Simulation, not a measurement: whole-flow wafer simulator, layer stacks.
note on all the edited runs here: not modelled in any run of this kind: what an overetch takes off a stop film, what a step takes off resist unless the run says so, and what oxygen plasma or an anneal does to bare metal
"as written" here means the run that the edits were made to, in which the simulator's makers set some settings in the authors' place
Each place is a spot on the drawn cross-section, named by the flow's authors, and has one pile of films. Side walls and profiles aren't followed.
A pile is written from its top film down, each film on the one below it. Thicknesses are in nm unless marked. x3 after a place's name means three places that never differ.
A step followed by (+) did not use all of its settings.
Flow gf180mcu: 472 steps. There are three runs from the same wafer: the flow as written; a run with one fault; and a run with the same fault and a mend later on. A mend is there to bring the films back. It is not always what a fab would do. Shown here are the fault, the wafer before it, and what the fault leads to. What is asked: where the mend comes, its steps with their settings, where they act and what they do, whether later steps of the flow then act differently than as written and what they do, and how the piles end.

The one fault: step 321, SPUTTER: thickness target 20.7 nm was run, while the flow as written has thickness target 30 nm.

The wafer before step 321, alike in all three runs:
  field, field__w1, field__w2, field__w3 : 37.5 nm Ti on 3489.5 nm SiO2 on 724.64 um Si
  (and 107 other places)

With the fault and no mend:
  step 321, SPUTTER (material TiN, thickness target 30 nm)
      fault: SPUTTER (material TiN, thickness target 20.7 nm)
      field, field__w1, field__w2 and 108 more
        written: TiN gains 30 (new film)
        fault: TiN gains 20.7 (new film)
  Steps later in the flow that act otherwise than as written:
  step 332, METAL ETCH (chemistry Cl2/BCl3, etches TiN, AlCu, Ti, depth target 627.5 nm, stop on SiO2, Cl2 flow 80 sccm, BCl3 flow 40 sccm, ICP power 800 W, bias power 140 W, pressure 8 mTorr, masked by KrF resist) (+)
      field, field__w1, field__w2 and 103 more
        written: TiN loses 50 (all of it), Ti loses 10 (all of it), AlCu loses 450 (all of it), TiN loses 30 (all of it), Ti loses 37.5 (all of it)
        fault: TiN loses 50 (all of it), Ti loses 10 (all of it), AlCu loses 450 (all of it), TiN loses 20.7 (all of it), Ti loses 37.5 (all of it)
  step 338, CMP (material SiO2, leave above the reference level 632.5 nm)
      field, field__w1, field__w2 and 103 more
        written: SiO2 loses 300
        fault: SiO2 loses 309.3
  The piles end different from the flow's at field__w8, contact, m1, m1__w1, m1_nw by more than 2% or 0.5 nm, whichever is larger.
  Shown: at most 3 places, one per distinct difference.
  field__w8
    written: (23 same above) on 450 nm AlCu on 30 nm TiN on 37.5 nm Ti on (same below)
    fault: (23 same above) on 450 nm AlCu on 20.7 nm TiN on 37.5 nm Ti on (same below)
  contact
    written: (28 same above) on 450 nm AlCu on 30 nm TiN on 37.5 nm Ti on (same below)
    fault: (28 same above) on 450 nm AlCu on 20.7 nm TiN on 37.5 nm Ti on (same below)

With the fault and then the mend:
  The mend stands after step 321.
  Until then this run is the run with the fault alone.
  step 321a, SPUTTER (material TiN, thickness target 9.3 nm) (the flow's step 321 again, with other settings)
      field, field__w1, field__w2 and 108 more
        TiN gains 9.3
  Later steps of the flow that are run all act as written at every place that is followed.
  The piles end the same as the flow's at every place that both follow.
